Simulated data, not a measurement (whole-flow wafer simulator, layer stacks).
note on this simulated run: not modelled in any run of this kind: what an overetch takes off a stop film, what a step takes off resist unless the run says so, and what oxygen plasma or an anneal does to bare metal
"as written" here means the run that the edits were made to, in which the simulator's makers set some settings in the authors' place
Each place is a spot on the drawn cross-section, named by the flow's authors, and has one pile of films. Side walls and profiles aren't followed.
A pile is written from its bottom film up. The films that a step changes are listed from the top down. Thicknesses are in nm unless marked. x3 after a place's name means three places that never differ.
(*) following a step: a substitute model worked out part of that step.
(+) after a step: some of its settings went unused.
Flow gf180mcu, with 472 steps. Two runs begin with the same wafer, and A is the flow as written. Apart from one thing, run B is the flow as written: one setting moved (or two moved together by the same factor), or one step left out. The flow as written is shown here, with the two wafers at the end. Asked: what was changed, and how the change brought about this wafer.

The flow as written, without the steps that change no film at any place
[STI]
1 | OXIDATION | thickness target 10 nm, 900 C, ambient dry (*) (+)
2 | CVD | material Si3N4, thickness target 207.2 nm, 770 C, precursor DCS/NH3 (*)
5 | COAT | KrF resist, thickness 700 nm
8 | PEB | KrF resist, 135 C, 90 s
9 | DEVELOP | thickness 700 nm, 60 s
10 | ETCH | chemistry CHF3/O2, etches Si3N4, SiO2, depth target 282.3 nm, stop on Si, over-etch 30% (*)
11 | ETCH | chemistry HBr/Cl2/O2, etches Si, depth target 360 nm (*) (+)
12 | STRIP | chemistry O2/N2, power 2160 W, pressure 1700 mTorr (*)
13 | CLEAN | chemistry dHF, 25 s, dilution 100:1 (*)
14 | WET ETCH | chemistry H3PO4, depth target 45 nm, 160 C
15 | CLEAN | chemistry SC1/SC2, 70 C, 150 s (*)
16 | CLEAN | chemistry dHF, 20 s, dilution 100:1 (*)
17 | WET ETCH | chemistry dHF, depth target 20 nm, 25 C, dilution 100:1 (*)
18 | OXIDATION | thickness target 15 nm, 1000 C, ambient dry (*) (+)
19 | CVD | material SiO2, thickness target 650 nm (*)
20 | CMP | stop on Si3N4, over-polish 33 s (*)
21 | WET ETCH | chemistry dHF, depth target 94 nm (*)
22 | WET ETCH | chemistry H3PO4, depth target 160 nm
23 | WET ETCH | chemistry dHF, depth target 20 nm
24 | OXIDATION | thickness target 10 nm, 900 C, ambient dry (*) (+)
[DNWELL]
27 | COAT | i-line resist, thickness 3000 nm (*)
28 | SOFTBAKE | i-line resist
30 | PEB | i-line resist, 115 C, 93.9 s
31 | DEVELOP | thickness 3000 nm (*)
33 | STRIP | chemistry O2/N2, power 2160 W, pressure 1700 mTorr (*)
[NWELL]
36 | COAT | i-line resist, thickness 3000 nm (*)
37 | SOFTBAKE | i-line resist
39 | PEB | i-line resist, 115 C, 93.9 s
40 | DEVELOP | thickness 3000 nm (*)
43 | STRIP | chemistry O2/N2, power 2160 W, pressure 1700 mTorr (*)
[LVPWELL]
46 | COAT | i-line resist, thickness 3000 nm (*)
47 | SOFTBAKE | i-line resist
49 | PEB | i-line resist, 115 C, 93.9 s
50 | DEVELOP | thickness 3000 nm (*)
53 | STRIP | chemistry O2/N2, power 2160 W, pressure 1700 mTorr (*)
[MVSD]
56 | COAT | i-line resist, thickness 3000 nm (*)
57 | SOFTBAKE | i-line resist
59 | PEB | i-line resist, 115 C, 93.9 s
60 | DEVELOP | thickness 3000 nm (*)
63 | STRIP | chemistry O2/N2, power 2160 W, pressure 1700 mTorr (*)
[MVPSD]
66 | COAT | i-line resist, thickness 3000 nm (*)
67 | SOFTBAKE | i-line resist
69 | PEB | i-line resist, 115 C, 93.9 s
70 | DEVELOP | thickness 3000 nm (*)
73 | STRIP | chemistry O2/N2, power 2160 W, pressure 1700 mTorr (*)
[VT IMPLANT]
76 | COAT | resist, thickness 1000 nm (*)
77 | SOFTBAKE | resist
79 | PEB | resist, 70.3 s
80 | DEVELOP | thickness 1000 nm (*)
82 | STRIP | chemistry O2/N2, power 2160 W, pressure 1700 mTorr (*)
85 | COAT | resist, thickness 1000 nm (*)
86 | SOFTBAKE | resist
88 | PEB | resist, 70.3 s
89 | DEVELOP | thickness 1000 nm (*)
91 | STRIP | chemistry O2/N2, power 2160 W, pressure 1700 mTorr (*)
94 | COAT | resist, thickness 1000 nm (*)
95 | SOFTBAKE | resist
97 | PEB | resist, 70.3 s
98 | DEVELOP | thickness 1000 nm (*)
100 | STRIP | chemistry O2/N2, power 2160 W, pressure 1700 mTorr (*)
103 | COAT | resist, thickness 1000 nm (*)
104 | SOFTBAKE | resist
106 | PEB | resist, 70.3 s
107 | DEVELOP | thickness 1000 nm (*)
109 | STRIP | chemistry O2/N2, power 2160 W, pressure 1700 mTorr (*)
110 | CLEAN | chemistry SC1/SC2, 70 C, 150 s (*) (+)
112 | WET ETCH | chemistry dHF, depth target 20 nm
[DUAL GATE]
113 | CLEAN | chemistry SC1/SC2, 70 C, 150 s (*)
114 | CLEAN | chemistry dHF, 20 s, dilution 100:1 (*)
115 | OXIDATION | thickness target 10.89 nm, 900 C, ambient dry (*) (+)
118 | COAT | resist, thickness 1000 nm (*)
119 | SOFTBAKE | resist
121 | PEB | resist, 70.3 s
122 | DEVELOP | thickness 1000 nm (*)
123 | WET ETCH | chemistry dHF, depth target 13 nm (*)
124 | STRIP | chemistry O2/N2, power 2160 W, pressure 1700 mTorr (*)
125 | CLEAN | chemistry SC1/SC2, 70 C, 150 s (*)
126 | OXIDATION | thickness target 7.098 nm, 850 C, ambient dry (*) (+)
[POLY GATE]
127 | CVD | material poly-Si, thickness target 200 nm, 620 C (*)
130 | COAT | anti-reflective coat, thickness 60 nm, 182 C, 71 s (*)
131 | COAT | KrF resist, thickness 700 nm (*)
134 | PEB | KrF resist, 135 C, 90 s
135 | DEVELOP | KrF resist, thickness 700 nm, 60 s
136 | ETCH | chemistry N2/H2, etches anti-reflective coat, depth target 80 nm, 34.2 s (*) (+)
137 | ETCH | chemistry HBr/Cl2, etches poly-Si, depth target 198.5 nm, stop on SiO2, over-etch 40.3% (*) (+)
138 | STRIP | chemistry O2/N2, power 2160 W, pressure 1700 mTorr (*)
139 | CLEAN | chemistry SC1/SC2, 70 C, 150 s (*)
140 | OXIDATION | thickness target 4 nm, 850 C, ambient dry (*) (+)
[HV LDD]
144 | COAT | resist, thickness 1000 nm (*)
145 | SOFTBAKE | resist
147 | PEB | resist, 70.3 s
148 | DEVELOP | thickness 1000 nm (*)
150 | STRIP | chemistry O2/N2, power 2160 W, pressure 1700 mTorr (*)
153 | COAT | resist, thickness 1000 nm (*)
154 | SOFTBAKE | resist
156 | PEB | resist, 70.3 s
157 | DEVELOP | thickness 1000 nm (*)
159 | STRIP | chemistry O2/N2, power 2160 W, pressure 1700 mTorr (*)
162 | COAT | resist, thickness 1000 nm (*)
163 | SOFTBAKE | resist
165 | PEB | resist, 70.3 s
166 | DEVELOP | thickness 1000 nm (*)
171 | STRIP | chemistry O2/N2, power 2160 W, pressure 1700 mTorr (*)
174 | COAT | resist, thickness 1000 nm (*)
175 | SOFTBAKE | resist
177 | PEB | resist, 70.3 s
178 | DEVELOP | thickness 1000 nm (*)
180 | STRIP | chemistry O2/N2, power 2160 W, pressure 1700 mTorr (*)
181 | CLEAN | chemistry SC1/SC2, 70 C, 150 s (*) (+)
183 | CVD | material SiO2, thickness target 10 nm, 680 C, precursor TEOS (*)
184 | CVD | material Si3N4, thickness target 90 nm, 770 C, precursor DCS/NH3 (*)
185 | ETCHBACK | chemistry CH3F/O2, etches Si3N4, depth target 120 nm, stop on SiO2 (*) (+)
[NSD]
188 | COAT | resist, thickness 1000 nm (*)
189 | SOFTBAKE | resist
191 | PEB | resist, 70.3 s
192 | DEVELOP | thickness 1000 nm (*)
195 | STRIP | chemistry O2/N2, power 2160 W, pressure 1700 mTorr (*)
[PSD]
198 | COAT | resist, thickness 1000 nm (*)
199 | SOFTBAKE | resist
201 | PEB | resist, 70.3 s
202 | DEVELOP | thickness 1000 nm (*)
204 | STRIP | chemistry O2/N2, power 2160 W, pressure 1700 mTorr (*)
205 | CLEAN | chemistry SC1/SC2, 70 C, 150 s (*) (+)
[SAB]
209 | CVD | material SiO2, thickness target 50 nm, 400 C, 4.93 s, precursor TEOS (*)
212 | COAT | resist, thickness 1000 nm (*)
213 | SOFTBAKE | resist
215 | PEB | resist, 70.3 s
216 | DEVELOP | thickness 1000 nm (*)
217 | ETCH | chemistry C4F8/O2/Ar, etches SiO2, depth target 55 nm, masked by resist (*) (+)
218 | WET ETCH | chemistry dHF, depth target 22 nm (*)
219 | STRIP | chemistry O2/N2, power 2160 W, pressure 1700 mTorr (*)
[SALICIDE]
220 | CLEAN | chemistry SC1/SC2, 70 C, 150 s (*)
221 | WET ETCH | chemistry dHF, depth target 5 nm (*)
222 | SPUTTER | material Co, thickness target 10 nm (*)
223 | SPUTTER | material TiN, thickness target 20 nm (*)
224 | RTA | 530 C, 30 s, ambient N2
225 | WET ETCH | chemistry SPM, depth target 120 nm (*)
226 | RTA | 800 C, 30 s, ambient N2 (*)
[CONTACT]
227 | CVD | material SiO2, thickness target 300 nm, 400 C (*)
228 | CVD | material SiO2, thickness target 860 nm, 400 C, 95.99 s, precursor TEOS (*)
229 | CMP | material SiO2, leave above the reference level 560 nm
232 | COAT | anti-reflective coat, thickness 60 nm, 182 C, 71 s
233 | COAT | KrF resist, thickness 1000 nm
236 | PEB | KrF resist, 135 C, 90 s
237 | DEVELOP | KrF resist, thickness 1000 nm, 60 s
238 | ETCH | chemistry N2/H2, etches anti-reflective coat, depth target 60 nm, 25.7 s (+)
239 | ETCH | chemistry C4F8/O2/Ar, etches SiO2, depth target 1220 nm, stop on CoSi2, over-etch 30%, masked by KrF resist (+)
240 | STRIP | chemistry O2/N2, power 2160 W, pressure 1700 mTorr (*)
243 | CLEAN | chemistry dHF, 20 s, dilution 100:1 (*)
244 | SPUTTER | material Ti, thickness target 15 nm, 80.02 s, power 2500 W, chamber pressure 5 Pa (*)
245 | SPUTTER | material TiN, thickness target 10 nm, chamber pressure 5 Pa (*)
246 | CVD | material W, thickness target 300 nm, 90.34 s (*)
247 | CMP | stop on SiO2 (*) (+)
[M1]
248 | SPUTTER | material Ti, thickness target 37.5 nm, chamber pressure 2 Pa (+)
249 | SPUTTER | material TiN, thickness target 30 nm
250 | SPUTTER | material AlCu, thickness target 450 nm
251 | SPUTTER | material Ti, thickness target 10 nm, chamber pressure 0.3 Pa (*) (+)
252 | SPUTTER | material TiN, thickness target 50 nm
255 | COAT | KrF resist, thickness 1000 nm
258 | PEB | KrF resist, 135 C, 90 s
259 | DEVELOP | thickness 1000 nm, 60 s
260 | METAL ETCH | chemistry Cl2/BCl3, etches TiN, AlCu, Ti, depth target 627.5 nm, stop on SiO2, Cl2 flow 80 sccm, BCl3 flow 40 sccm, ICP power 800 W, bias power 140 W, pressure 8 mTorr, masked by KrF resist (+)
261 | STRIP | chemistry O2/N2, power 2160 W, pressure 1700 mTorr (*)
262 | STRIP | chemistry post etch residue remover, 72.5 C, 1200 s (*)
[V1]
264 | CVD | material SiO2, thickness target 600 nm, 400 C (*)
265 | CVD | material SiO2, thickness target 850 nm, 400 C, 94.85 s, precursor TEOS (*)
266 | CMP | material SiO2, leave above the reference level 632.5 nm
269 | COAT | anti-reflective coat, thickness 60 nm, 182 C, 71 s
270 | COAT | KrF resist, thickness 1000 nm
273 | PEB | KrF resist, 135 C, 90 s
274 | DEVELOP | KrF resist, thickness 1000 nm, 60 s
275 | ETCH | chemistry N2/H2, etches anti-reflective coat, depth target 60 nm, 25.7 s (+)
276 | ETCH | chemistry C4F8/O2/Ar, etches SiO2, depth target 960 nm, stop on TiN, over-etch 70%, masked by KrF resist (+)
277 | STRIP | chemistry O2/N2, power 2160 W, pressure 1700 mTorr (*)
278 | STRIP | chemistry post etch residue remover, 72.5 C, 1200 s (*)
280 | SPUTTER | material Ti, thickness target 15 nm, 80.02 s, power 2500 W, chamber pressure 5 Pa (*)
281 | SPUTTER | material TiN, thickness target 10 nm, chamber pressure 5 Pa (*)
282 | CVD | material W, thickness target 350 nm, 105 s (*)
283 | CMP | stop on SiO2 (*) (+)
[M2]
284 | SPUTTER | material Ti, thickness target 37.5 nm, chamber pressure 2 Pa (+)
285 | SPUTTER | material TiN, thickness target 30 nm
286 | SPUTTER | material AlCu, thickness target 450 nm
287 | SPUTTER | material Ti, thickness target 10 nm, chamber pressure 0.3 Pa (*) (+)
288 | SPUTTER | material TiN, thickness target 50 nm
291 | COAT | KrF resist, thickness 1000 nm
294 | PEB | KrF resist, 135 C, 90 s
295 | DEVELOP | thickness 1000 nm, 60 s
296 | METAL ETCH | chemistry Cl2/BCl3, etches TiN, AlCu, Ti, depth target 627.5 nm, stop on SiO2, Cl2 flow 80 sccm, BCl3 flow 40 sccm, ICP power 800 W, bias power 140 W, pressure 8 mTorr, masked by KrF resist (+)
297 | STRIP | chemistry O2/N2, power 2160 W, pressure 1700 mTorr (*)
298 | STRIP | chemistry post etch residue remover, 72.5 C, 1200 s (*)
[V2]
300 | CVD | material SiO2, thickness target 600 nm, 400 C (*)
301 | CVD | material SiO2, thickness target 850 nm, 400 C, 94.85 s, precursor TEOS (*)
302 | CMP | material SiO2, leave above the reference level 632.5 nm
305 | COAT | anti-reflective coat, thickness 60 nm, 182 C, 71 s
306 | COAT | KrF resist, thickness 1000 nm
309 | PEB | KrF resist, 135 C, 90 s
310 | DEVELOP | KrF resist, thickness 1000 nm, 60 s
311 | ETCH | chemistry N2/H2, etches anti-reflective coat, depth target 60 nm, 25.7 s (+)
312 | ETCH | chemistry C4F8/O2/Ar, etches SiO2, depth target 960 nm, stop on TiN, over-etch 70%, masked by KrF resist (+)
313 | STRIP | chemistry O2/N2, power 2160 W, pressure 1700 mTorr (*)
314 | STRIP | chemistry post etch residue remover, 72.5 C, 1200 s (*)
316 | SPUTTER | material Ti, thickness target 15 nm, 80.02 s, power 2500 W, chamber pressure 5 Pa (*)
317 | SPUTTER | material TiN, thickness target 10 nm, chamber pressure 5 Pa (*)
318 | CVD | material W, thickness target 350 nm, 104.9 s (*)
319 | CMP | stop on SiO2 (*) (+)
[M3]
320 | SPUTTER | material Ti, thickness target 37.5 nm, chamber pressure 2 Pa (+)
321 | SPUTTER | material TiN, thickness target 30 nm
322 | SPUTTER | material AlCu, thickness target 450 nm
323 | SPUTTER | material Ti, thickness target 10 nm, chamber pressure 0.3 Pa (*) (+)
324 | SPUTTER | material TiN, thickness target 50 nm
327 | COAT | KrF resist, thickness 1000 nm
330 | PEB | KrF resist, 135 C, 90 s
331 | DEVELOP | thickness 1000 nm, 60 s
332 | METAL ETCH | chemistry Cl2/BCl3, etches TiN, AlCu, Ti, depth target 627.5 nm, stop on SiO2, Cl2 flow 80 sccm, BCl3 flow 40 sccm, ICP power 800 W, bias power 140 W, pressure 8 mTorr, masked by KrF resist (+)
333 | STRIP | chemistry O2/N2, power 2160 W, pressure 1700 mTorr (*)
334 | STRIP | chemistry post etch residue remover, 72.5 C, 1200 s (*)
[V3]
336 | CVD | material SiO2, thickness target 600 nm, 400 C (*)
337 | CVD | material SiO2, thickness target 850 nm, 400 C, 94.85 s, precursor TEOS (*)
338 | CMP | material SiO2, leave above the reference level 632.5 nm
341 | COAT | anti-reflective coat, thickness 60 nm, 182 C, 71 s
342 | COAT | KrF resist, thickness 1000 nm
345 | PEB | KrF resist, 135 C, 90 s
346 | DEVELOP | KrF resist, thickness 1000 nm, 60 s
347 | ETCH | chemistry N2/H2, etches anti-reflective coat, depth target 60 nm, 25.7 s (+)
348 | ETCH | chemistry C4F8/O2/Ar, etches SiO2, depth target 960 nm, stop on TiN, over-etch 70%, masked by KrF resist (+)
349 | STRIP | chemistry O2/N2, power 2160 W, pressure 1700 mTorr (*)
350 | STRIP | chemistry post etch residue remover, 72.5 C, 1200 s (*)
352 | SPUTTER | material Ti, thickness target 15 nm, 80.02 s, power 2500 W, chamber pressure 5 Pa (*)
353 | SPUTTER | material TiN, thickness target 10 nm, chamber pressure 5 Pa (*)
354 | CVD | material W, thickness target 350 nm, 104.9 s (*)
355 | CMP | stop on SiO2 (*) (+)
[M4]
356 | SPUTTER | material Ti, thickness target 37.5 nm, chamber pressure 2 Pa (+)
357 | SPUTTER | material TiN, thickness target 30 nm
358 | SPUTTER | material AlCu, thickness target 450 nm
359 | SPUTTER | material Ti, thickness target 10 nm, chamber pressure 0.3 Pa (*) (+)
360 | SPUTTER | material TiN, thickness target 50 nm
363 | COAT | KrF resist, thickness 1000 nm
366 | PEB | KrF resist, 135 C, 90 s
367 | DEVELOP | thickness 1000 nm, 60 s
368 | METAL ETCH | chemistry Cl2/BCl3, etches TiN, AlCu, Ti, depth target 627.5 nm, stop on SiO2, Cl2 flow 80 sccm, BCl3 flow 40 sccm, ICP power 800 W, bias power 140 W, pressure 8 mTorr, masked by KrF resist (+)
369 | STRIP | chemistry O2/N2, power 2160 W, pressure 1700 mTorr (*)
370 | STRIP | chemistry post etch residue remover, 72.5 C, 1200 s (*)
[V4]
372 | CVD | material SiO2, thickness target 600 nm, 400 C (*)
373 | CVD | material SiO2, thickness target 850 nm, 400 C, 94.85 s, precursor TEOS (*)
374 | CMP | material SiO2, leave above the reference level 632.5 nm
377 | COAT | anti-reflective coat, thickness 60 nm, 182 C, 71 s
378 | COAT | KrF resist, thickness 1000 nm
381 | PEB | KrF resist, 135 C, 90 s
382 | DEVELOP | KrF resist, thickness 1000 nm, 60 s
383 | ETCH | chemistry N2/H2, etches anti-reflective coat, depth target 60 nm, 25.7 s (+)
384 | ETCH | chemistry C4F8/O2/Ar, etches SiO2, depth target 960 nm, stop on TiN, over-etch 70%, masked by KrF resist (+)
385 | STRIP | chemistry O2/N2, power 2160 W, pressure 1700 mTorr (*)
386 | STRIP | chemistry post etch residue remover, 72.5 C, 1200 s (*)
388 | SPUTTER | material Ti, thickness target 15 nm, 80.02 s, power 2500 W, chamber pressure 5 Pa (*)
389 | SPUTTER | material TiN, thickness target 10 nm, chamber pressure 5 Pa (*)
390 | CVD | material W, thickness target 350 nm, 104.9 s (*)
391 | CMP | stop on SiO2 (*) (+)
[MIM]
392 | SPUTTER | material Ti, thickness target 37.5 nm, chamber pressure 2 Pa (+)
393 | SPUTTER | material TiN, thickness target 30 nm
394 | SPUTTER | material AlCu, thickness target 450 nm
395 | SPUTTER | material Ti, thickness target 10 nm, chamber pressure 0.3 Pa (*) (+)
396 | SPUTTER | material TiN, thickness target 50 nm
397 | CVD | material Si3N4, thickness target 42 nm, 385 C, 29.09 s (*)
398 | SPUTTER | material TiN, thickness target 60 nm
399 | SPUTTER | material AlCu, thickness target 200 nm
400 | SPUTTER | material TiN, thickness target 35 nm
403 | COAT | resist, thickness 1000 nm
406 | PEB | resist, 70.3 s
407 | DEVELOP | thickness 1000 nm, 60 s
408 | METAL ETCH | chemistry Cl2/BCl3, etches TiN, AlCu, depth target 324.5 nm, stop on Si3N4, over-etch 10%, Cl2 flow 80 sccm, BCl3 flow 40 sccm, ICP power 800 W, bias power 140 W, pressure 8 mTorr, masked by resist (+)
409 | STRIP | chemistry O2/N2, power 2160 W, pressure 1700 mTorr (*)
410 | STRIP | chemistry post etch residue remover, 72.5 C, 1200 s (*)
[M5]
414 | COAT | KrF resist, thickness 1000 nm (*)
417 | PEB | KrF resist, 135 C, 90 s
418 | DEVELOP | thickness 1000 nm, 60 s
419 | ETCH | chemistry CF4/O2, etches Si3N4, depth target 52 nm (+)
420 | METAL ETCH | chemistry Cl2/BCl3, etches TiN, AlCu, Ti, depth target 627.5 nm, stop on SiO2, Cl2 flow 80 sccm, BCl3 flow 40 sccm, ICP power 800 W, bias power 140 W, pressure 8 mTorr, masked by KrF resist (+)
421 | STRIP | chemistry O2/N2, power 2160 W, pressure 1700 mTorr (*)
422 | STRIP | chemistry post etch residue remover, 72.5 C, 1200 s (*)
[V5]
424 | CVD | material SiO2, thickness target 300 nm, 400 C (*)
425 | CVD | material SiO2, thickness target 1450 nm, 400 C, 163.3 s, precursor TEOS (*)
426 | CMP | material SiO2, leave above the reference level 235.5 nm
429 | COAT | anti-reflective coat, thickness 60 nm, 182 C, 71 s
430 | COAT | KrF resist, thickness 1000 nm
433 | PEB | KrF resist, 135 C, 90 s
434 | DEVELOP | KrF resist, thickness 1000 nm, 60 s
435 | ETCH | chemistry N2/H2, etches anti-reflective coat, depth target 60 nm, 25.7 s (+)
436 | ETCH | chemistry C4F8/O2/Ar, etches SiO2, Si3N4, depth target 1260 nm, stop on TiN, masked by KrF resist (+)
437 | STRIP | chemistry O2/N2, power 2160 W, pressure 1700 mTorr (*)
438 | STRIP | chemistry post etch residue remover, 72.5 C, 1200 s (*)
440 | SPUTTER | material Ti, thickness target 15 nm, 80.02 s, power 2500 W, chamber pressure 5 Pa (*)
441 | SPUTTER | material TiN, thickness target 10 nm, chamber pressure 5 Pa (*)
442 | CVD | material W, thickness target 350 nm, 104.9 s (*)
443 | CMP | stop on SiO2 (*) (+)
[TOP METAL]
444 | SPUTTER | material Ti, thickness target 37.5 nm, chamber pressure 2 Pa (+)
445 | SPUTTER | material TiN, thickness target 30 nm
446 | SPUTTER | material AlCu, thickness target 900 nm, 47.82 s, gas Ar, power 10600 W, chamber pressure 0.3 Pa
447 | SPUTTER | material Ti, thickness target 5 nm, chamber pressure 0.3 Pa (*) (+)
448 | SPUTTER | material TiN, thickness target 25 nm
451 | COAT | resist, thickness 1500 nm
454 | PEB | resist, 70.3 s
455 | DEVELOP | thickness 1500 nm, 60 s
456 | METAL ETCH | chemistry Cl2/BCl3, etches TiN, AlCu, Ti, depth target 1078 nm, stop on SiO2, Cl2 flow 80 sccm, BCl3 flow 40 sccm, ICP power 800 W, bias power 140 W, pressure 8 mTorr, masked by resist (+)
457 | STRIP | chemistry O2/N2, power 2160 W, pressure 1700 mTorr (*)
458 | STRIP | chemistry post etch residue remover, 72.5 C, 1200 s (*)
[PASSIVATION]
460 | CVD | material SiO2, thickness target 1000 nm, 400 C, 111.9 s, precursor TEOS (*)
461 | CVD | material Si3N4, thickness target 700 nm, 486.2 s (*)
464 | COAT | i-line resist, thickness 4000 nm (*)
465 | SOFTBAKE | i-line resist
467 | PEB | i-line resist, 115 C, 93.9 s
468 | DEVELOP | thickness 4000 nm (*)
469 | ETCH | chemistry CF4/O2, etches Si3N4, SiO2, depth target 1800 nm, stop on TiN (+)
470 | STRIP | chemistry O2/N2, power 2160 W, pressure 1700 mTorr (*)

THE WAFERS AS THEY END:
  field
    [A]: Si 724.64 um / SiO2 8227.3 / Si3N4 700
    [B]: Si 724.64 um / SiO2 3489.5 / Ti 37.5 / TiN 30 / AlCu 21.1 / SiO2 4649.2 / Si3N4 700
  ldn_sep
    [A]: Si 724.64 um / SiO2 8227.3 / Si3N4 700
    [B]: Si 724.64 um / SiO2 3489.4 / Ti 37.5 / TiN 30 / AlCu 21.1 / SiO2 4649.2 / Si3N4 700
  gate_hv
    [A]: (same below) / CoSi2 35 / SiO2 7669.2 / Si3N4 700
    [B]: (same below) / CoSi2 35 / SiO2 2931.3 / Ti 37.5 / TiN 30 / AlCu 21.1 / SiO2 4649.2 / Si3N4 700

What caused this: step 332, METAL ETCH: depth target 483.2 nm was run, whereas the flow has depth target 627.5 nm.

Step by step, how the change led to this:
  332 | METAL ETCH | chemistry Cl2/BCl3, etches TiN, AlCu, Ti, depth target 627.5 nm, stop on SiO2, Cl2 flow 80 sccm, BCl3 flow 40 sccm, ICP power 800 W, bias power 140 W, pressure 8 mTorr, masked by KrF resist (+)
      field, field__w1, field__w2 and 103 more: A -50 TiN (all of it), -10 Ti (all of it), -450 AlCu (all of it), -30 TiN (all of it), -37.5 Ti (all of it) | B -50 TiN (all of it), -10 Ti (all of it), -423.2 AlCu
      field__w8, contact, m1, m1__w1, m1_nw: A -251 KrF resist | B -193.3 KrF resist
  333 | STRIP | chemistry O2/N2, power 2160 W, pressure 1700 mTorr (*)
      field__w8, contact, m1, m1__w1, m1_nw: A -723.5 KrF resist (all of it) | B -781.2 KrF resist (all of it)
  334 | STRIP | chemistry post etch residue remover, 72.5 C, 1200 s (*)
      field, field__w1, field__w2 and 103 more: A nothing | B -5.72 AlCu
  336 | CVD | material SiO2, thickness target 600 nm, 400 C (*)
      field, field__w1, field__w2 and 103 more: A +600 SiO2 | B +600 SiO2 (new film)
  338 | CMP | material SiO2, leave above the reference level 632.5 nm
      field, field__w1, field__w2 and 103 more: A -300 SiO2 | B -388.6 SiO2
If metal films that touch count as one body, field has 1 body; the flow as written gives 0 bodies.
If metal films that touch count as one body, ldn_sep has 1 body; the flow as written gives 0 bodies.
If metal films that touch count as one body, gate_hv has 2 bodies (between them, from the top down: SiO2 2931.3); the flow as written gives 1 body.
